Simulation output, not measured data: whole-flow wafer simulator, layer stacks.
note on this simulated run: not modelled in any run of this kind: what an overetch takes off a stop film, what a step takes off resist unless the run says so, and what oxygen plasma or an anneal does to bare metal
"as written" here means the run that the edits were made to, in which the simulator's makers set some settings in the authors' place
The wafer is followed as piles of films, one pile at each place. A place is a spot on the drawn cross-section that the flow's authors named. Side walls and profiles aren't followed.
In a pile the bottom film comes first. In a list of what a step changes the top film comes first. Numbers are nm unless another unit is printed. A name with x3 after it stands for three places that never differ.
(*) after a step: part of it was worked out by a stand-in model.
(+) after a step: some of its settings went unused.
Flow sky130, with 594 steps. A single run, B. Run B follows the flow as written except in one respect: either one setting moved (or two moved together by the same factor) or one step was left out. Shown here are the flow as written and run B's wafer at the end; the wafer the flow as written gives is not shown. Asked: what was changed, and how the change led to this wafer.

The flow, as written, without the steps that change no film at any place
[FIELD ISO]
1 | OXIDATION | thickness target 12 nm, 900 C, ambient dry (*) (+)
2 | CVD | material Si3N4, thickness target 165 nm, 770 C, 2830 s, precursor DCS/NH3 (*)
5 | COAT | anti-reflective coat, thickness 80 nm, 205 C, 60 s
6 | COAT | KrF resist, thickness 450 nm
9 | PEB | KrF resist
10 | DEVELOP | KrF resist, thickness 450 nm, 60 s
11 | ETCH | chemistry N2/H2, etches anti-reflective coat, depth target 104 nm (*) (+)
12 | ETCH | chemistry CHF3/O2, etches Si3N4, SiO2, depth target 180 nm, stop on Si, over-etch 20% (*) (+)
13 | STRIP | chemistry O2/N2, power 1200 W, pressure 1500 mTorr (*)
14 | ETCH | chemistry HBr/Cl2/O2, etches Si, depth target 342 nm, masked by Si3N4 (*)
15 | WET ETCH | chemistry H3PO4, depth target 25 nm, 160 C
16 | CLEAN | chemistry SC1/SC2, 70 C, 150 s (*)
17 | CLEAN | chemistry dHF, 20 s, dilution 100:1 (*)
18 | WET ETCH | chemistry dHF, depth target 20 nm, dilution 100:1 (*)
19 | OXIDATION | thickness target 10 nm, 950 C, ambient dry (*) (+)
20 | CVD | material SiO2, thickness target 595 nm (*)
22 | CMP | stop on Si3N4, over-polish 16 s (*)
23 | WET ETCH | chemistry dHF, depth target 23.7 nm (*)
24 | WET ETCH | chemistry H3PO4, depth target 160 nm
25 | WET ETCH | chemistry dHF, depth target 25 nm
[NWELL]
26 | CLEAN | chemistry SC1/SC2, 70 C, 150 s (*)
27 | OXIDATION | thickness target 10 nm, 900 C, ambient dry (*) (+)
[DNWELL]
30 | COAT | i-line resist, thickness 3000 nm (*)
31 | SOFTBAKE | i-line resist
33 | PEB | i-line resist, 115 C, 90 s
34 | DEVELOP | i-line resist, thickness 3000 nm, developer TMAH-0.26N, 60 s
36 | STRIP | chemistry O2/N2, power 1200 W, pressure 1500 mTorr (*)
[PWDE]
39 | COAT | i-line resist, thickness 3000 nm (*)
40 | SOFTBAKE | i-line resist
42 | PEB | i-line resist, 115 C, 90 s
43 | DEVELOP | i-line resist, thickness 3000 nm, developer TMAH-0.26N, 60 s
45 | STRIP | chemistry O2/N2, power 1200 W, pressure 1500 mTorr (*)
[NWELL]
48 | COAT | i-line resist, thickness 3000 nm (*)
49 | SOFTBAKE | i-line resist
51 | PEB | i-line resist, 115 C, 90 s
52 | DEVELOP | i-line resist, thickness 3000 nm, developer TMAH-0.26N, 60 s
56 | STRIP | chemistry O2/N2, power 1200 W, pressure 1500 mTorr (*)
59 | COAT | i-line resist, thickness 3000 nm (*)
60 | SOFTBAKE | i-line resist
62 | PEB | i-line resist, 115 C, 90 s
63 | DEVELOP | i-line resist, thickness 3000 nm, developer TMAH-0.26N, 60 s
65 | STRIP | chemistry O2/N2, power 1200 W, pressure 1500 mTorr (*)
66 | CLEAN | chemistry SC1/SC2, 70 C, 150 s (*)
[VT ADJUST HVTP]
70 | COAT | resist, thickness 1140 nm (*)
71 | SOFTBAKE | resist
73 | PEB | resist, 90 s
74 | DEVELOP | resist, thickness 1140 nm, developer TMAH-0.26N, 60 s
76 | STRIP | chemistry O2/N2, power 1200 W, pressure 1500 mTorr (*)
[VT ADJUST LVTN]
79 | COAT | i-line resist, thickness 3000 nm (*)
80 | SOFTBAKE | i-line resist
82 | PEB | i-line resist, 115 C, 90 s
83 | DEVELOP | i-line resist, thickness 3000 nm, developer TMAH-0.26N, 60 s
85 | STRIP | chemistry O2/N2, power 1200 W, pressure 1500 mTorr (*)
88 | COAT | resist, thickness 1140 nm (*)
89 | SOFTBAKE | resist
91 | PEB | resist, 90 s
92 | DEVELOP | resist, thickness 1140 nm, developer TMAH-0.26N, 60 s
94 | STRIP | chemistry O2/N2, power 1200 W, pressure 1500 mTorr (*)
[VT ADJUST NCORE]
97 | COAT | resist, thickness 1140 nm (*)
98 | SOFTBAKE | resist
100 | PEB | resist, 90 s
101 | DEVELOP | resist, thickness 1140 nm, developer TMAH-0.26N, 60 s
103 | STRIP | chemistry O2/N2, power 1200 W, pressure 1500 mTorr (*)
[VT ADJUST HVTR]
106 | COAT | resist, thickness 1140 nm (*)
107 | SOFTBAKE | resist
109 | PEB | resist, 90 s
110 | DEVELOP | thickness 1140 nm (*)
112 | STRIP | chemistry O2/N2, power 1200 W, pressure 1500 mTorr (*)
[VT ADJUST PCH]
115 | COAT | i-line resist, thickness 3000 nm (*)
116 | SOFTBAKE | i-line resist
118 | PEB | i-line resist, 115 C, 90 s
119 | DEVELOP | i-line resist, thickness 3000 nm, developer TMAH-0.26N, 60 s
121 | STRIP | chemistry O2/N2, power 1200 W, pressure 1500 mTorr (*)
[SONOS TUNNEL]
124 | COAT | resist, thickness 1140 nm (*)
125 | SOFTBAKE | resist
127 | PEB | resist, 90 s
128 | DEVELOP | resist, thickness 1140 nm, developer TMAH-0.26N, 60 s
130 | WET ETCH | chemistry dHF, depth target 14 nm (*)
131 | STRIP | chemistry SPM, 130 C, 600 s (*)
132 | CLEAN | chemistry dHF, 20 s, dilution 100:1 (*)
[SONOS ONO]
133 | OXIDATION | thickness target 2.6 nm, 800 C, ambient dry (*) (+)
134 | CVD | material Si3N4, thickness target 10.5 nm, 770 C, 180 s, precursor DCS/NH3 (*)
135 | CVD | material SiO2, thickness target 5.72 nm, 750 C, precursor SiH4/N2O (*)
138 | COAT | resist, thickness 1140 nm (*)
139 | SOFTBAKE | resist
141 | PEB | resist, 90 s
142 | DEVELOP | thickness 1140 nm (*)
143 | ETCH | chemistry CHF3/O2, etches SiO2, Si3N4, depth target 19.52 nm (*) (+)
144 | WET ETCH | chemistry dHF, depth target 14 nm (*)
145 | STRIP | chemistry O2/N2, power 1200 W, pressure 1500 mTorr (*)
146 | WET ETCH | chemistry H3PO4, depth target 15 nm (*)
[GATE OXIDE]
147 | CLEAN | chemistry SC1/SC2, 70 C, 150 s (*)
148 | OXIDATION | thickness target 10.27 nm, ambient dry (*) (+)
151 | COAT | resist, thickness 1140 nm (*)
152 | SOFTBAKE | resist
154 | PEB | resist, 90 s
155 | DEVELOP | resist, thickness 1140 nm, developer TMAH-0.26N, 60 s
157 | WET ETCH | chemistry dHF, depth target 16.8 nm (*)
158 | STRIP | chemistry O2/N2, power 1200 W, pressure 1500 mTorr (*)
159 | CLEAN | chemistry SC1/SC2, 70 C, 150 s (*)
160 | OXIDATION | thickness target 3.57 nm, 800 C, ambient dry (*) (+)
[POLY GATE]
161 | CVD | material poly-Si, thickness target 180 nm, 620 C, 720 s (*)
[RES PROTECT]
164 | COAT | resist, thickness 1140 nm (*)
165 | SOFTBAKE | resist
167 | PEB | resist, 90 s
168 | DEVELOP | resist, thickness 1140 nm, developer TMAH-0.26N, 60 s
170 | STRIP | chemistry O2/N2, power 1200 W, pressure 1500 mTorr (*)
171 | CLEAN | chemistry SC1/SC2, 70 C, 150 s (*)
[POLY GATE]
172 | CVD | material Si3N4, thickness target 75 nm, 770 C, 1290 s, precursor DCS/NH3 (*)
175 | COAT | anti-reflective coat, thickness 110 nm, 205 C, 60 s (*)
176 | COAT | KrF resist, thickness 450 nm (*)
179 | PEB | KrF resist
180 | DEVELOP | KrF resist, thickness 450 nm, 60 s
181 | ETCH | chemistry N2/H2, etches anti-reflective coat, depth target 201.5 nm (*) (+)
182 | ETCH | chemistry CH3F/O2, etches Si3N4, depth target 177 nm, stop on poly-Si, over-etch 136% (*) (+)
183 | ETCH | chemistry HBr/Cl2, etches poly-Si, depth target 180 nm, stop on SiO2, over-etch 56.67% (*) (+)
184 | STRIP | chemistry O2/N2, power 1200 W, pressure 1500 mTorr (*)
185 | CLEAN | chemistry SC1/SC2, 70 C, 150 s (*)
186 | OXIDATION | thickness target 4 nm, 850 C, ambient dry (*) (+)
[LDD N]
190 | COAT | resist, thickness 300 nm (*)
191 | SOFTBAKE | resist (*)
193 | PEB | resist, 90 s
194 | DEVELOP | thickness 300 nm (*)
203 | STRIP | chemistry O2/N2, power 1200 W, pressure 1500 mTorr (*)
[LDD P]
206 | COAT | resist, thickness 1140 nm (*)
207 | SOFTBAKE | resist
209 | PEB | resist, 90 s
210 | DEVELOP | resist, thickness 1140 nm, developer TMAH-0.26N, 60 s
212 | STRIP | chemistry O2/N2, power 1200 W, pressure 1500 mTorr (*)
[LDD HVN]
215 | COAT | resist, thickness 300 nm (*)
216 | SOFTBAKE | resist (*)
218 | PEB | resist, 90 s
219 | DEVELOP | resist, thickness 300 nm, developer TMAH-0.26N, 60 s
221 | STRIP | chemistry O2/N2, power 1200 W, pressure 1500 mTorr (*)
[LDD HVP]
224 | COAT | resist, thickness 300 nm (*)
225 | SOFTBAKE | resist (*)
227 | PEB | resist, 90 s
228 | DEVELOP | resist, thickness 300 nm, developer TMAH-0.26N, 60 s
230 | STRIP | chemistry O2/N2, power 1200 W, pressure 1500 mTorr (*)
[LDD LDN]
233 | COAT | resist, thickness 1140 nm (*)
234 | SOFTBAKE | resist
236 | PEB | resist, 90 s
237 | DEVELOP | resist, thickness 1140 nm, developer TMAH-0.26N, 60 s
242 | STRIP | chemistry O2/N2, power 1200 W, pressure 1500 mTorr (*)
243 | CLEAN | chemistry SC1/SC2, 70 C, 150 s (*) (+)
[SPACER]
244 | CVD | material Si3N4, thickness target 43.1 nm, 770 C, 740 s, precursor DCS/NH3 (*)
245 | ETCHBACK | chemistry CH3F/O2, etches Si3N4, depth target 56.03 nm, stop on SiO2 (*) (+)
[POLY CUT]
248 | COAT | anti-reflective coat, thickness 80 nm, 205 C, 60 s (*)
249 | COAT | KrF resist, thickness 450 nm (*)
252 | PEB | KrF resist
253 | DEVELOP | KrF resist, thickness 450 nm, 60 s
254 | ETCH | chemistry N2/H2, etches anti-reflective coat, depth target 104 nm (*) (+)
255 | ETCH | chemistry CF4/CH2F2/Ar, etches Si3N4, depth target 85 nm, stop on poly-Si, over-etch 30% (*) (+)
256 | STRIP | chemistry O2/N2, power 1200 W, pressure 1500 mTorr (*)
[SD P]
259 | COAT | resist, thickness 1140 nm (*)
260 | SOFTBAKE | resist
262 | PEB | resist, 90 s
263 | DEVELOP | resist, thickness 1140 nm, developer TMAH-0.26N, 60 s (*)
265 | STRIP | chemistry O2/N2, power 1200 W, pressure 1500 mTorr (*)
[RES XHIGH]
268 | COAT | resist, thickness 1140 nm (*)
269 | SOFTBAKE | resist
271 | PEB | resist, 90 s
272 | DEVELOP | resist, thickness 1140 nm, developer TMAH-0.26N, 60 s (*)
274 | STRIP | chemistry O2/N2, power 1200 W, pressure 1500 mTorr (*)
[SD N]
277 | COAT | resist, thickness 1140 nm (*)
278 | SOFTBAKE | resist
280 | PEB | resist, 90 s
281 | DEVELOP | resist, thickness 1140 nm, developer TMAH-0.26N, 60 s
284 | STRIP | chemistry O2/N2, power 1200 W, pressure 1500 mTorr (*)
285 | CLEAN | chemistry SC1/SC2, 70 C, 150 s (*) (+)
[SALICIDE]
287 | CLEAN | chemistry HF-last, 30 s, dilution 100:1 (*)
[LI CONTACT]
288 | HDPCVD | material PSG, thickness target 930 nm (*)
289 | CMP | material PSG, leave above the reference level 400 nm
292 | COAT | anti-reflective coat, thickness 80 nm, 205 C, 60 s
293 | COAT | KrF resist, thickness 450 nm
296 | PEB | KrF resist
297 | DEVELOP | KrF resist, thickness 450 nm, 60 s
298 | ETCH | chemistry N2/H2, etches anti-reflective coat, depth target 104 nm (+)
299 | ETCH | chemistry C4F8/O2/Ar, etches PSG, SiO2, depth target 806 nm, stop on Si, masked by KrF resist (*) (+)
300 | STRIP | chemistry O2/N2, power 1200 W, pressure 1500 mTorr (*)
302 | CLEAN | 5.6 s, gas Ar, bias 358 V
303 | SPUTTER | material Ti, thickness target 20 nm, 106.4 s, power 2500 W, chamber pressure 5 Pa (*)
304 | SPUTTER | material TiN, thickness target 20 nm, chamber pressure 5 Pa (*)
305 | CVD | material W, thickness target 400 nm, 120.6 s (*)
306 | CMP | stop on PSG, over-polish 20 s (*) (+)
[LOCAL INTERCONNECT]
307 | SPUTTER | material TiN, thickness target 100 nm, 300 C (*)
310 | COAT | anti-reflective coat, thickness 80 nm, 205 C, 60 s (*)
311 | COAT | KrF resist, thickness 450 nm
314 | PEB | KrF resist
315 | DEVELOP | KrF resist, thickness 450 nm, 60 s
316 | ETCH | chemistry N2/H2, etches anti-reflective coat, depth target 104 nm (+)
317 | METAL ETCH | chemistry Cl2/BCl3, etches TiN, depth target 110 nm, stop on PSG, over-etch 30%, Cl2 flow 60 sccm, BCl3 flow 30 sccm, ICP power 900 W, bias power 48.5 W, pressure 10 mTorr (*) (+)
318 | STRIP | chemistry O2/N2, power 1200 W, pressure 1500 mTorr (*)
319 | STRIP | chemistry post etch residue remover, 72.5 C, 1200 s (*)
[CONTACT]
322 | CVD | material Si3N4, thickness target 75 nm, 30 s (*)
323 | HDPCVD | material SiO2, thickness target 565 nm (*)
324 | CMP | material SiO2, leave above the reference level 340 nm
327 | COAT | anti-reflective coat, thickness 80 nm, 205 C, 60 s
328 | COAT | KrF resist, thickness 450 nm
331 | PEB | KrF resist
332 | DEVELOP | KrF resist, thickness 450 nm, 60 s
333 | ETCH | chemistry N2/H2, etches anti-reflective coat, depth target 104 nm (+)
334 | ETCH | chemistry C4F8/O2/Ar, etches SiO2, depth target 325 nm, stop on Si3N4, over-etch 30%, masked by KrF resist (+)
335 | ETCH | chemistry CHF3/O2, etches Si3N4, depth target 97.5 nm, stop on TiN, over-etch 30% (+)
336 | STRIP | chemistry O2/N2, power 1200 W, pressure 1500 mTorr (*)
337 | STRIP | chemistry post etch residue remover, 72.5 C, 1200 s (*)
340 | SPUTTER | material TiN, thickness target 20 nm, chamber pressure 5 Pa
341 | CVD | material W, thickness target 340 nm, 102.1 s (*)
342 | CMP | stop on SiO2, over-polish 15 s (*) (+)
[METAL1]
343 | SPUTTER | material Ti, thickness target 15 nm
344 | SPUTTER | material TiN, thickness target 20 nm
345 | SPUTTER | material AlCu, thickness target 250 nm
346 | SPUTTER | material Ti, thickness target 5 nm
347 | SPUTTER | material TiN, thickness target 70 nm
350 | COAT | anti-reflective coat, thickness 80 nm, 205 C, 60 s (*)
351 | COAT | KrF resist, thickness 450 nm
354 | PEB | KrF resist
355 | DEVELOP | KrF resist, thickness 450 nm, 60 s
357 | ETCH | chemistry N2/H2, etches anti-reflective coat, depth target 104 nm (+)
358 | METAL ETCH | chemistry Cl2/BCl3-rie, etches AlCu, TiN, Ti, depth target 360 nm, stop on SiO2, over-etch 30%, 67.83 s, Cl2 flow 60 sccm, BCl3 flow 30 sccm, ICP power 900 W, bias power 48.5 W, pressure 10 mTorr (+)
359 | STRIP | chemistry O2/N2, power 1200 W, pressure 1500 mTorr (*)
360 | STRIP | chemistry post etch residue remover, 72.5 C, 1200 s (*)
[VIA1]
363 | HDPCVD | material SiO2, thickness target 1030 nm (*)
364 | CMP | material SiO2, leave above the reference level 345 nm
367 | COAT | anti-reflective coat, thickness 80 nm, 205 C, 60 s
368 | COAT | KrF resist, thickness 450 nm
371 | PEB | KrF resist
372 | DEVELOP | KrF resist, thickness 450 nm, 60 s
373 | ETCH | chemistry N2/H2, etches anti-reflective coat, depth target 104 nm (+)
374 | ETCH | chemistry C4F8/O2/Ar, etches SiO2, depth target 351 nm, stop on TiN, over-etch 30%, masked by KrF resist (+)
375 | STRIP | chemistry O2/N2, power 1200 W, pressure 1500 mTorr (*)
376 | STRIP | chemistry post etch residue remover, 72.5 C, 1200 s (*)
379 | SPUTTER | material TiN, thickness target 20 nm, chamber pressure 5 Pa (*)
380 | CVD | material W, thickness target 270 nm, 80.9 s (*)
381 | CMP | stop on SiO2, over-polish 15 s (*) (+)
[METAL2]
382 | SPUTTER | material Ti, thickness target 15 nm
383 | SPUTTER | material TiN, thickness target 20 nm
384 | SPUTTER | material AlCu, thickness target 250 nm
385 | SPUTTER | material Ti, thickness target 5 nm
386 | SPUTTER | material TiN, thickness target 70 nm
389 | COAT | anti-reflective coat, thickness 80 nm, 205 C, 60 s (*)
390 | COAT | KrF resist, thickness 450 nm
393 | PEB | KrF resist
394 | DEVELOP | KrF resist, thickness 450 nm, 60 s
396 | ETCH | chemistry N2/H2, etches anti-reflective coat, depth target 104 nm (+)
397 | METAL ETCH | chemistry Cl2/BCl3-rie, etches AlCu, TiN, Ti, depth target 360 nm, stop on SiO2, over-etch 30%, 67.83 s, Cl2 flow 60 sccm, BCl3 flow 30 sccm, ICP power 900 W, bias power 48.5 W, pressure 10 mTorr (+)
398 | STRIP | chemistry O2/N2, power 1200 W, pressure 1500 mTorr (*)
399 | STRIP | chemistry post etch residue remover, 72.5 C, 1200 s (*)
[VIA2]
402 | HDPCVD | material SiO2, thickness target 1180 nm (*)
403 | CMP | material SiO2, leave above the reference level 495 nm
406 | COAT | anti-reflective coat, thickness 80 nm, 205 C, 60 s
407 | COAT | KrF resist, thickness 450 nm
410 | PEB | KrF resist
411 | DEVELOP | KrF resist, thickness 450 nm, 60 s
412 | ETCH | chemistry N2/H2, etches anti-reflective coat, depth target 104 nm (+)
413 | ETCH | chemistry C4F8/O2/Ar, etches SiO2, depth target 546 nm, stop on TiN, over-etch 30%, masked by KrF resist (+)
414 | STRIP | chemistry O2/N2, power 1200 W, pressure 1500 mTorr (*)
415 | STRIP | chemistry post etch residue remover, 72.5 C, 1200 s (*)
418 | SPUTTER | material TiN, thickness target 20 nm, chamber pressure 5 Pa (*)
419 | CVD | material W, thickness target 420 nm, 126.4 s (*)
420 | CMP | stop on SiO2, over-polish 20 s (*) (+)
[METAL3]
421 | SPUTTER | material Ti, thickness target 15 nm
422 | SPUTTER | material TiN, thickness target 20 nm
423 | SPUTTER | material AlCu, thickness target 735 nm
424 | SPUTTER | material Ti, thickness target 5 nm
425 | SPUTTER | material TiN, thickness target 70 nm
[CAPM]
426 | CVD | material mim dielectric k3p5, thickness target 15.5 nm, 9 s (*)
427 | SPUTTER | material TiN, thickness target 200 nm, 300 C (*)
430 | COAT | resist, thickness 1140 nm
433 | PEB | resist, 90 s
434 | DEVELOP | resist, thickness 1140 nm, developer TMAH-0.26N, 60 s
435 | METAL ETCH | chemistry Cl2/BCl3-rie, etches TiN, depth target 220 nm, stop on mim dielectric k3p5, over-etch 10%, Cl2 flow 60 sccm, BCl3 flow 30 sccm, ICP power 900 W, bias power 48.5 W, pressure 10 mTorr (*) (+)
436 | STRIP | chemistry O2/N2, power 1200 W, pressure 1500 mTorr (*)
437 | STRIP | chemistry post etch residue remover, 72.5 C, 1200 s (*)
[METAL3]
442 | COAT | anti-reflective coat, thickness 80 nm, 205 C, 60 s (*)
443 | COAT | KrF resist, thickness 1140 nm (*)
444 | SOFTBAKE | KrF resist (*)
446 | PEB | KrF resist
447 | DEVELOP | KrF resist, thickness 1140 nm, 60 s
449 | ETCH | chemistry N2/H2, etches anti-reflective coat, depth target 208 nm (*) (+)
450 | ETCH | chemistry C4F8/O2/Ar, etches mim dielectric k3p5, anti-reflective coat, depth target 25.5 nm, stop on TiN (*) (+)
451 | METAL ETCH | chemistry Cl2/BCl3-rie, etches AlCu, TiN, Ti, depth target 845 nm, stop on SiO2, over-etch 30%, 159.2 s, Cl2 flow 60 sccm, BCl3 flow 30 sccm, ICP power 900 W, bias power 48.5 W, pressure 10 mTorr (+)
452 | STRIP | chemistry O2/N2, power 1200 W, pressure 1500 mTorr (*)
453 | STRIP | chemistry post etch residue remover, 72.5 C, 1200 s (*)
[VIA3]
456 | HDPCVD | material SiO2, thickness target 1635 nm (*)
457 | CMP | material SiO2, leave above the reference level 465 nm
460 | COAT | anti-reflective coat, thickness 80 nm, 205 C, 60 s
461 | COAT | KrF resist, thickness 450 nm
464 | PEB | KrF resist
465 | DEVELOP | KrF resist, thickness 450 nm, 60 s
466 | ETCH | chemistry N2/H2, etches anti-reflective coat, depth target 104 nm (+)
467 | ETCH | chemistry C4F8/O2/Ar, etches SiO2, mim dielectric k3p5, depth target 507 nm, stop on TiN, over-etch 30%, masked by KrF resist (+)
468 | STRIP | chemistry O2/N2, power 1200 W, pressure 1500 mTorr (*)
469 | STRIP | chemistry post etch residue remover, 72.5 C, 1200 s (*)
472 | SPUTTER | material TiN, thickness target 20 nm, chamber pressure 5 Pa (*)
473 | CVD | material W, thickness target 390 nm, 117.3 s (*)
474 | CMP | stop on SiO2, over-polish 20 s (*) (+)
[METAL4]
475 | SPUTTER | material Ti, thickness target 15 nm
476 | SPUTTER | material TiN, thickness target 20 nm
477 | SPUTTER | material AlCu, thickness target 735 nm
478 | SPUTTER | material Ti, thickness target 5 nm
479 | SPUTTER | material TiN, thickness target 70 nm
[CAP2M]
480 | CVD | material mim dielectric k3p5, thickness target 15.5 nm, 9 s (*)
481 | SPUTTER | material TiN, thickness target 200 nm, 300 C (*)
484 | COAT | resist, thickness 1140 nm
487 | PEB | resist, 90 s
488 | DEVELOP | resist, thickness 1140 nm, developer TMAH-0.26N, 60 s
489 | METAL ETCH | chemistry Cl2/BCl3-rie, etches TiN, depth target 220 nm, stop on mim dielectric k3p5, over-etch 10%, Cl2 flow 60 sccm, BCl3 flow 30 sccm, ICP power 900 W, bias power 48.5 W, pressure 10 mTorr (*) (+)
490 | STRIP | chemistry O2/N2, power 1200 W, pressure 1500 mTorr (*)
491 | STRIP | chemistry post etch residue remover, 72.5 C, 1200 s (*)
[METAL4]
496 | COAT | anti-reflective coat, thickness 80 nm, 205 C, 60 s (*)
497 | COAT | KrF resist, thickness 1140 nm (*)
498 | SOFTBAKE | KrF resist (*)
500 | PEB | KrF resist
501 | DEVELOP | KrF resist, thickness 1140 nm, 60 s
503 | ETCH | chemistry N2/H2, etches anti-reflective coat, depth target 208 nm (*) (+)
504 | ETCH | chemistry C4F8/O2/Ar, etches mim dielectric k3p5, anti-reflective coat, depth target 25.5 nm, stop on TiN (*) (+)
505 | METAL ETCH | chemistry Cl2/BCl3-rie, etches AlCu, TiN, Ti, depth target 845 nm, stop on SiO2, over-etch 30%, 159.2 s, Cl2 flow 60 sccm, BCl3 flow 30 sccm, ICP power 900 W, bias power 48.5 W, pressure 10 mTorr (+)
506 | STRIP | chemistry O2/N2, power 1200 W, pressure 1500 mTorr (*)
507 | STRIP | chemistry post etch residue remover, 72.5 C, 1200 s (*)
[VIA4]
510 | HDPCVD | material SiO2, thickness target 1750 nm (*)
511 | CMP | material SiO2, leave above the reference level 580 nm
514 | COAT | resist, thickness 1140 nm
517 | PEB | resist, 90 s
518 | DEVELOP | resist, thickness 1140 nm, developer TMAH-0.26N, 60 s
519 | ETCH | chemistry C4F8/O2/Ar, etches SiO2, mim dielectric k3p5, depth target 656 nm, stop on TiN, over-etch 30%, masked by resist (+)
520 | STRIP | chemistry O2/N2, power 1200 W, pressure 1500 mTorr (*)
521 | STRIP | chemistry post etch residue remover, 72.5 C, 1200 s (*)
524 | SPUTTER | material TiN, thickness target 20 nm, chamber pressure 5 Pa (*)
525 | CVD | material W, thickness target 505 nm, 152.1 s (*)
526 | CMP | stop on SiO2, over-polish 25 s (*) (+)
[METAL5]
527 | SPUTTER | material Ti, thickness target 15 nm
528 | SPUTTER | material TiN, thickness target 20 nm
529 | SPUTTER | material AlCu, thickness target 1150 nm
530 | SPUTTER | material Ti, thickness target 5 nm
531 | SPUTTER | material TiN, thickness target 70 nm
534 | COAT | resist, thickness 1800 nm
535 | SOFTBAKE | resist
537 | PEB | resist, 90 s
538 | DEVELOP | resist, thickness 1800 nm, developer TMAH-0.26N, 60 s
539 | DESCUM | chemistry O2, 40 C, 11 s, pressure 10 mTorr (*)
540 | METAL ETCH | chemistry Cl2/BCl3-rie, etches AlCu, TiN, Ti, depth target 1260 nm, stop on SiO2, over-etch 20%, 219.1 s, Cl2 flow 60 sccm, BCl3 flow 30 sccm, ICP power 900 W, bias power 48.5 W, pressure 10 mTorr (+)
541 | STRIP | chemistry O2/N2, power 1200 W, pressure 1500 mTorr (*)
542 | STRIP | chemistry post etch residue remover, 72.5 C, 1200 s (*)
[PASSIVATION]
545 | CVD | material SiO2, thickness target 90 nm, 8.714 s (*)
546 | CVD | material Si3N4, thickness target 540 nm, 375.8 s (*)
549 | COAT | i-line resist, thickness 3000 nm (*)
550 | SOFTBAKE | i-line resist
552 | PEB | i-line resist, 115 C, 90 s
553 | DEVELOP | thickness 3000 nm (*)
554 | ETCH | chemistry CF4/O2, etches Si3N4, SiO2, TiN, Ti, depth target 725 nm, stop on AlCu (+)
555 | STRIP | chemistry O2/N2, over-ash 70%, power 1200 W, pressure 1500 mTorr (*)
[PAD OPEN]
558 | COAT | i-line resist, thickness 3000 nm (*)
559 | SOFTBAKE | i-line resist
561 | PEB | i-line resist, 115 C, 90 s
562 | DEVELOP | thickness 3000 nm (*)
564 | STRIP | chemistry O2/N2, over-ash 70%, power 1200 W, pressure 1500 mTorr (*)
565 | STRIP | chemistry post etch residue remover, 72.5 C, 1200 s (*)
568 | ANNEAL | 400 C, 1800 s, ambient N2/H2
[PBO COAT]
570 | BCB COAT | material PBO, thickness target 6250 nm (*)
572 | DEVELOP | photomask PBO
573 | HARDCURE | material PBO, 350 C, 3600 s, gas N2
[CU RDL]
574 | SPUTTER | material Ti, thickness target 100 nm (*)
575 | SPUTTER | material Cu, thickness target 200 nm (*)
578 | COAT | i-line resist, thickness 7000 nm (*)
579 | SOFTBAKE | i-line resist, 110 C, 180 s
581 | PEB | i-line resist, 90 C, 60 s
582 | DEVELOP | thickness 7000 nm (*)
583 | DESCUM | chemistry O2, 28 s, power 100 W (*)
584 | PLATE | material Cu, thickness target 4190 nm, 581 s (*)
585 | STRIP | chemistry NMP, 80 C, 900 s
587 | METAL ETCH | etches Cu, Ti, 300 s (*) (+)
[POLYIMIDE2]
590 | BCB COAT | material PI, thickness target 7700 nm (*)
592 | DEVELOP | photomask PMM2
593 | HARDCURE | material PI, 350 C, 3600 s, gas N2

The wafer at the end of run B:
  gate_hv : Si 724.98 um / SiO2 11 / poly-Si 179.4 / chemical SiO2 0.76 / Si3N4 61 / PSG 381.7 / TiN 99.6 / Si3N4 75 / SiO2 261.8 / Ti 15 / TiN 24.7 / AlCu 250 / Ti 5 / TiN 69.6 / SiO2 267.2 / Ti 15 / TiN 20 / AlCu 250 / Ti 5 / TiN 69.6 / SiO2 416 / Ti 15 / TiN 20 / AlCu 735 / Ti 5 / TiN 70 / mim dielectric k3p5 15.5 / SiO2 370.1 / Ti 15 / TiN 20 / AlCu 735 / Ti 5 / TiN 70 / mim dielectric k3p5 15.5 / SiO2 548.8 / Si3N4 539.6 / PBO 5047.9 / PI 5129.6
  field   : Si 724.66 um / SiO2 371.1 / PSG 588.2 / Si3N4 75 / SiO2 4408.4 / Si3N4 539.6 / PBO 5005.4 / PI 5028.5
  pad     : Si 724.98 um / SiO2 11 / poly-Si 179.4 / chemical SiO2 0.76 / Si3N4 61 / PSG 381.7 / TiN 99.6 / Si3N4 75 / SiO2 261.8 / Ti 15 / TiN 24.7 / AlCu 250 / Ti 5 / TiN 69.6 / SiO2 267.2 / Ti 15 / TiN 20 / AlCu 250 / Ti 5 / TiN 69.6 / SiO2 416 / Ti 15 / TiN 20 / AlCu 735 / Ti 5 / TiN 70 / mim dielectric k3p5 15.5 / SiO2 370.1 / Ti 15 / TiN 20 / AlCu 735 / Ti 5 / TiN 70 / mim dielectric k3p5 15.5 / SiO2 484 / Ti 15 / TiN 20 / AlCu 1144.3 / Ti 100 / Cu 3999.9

What caused this: step 344, SPUTTER: thickness target 24.7 nm was run, whereas the flow has thickness target 20 nm.
The wafer lets one read it off: gate_hv has TiN 24.7, and step 344 as written asks for 20 nm.

How this came from the change, step by step:
  344 | SPUTTER | material TiN, thickness target 20 nm
      field, active, n_well and 188 more: +24.7 TiN (new film) (in the flow as written it would be: +20 TiN (new film))
  358 | METAL ETCH | chemistry Cl2/BCl3-rie, etches AlCu, TiN, Ti, depth target 360 nm, stop on SiO2, over-etch 30%, 67.83 s, Cl2 flow 60 sccm, BCl3 flow 30 sccm, ICP power 900 W, bias power 48.5 W, pressure 10 mTorr (+)
      field, active, gate and 81 more: -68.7 TiN (all of it), -5 Ti (all of it), -250 AlCu (all of it), -24.7 TiN (all of it), -15 Ti (all of it), -10.5 SiO2 (in the flow as written it would be: -68.7 TiN (all of it), -5 Ti (all of it), -250 AlCu (all of it), -20 TiN (all of it), -15 Ti (all of it), -10.9 SiO2)
